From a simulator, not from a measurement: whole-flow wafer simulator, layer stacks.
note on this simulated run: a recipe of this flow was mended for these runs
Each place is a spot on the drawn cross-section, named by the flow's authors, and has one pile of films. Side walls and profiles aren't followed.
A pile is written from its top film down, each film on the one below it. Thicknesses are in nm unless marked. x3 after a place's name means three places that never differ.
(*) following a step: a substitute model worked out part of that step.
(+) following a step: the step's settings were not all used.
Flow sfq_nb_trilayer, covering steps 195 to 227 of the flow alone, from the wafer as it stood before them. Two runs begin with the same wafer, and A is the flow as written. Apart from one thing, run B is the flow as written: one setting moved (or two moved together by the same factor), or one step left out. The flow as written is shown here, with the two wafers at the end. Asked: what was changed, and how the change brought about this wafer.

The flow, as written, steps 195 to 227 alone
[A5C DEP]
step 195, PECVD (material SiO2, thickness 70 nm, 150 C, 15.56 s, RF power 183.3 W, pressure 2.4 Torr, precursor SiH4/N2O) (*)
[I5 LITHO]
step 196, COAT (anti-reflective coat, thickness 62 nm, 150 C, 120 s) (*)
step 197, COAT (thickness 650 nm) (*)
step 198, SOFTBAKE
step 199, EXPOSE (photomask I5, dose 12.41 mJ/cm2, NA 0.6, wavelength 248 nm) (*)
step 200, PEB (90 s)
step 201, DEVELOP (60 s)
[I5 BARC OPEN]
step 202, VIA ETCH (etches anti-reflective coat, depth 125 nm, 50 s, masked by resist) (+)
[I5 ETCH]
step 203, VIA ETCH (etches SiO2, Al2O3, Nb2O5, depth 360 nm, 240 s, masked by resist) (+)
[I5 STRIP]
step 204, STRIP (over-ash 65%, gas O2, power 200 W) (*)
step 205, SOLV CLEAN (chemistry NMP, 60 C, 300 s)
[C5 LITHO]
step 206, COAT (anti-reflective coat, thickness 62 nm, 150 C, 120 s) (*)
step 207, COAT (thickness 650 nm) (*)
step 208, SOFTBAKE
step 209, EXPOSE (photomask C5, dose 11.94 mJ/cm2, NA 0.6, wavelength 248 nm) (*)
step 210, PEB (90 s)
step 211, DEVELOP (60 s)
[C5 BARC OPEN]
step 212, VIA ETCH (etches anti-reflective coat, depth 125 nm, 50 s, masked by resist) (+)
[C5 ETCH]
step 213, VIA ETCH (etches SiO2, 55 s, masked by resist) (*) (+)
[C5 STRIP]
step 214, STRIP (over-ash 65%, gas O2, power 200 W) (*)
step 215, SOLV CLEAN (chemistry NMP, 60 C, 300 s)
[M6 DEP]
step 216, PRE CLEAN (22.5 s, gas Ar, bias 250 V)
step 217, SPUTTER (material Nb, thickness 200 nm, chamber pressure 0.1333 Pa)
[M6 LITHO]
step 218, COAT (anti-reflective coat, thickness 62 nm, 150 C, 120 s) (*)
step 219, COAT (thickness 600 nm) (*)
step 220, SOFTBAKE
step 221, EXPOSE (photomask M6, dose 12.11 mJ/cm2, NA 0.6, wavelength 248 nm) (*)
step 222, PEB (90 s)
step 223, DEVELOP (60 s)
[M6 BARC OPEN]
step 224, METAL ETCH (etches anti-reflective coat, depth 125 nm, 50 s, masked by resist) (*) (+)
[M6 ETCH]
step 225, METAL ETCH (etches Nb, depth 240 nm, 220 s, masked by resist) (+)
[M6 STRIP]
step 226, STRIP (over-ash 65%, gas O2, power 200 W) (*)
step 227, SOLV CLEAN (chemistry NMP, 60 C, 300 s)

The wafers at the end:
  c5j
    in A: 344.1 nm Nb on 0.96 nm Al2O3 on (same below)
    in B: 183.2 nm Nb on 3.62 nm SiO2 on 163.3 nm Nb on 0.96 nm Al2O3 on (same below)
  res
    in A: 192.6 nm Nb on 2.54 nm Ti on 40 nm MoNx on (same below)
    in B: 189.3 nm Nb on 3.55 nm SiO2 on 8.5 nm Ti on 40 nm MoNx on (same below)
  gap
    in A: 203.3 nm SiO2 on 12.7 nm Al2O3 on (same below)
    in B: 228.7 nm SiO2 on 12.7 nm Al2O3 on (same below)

Cause: step 195, PECVD: thickness 95.38 nm was run, whereas the flow has thickness 70 nm; step 195, PECVD: 21.19 s was run, where the flow has 15.56 s.

How this came from the change, step by step:
  step 195, PECVD (material SiO2, thickness 70 nm, 150 C, 15.56 s, RF power 183.3 W, pressure 2.4 Torr, precursor SiH4/N2O) (*)
      field_l, v_sur, via_wl and 92 more: A SiO2 gains 70 | B SiO2 gains 95.4
      ce_l, c5j, ce_r and 8 more: A SiO2 gains 70 (new film) | B SiO2 gains 95.4 (new film)
  step 196, COAT (anti-reflective coat, thickness 62 nm, 150 C, 120 s) (*)
      r5r_line_l, r5r_line_c, r5r_line_r: A anti-reflective coat gains 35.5 (new film) | B anti-reflective coat gains 36.5 (new film)
  step 203, VIA ETCH (etches SiO2, Al2O3, Nb2O5, depth 360 nm, 240 s, masked by resist) (+)
      be: A SiO2 loses 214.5 (all of it), Al2O3 loses 12.7 (all of it), Nb2O5 loses 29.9 (all of it), Nb loses 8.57 | B SiO2 loses 239.9 (all of it), Al2O3 loses 12.7 (all of it), Nb2O5 loses 29.9 (all of it), Nb loses 6.45
  step 204, STRIP (over-ash 65%, gas O2, power 200 W) (*)
      r5r_line_l, r5r_line_c, r5r_line_r: A KrF-resist-other-grade loses 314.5 (all of it), anti-reflective coat loses 35.5 (all of it) | B KrF-resist-other-grade loses 314.5 (all of it), anti-reflective coat loses 36.5 (all of it)
  step 206, COAT (anti-reflective coat, thickness 62 nm, 150 C, 120 s) (*)
      r5r_line_l, r5r_line_c, r5r_line_r: A anti-reflective coat gains 35.5 (new film) | B anti-reflective coat gains 36.5 (new film)
      be: A anti-reflective coat gains 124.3 (new film) | B anti-reflective coat gains 127.7 (new film)
  step 207, COAT (thickness 650 nm) (*)
      be: A KrF-resist-other-grade gains 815 (new film) | B KrF-resist-other-grade gains 831.9 (new film)
  step 213, VIA ETCH (etches SiO2, 55 s, masked by resist) (*) (+)
      c5j: A SiO2 loses 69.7 (all of it), Nb loses 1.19 | B SiO2 loses 84
      res: A SiO2 loses 69.7 (all of it), Ti loses 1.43 | B SiO2 loses 84
  step 214, STRIP (over-ash 65%, gas O2, power 200 W) (*)
      r5r_line_l, r5r_line_c, r5r_line_r: A KrF-resist-other-grade loses 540 (all of it), anti-reflective coat loses 35.5 (all of it) | B KrF-resist-other-grade loses 540.1 (all of it), anti-reflective coat loses 36.5 (all of it)
      be: A KrF-resist-other-grade loses 705.8 (all of it), anti-reflective coat loses 124.3 (all of it) | B KrF-resist-other-grade loses 722.6 (all of it), anti-reflective coat loses 127.7 (all of it)
  step 216, PRE CLEAN (22.5 s, gas Ar, bias 250 V)
      c5j: A Nb loses 6.45 | B SiO2 loses 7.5
      res: A Ti loses 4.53 | B SiO2 loses 7.5
  step 217, SPUTTER (material Nb, thickness 200 nm, chamber pressure 0.1333 Pa)
      c5j: A Nb gains 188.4 | B Nb gains 183.2 (new film)
      be: A Nb gains 145.8 | B Nb gains 140.7
  step 218, COAT (anti-reflective coat, thickness 62 nm, 150 C, 120 s) (*)
      be: A anti-reflective coat gains 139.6 (new film) | B anti-reflective coat gains 143.8 (new film)
      jj_sur: A anti-reflective coat gains 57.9 (new film) | B anti-reflective coat gains 55.2 (new film)
      (as well as at 7 more places)
  step 219, COAT (thickness 600 nm) (*)
      be: A KrF-resist-other-grade gains 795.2 (new film) | B KrF-resist-other-grade gains 822 (new film)
  step 226, STRIP (over-ash 65%, gas O2, power 200 W) (*)
      be: A KrF-resist-other-grade loses 559.4 (all of it), anti-reflective coat loses 139.6 (all of it) | B KrF-resist-other-grade loses 586.1 (all of it), anti-reflective coat loses 143.8 (all of it)
      jj_sur: A KrF-resist-other-grade loses 361.7 (all of it), anti-reflective coat loses 57.9 (all of it) | B KrF-resist-other-grade loses 363.6 (all of it), anti-reflective coat loses 55.2 (all of it)
      (as well as at 7 more places)
With metal films that touch counted as one body, c5j has 4 bodies (between them, from the top down: SiO2 3.62; Al2O3 0.96; SiO2 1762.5); the flow as written gives 3 bodies (between them, from the top down: Al2O3 0.96; SiO2 1762.5).
With metal films that touch counted as one body, res has 3 bodies (between them, from the top down: SiO2 3.55; SiO2 2090.9); the flow as written gives 2 bodies (between them, from the top down: SiO2 2090.9).
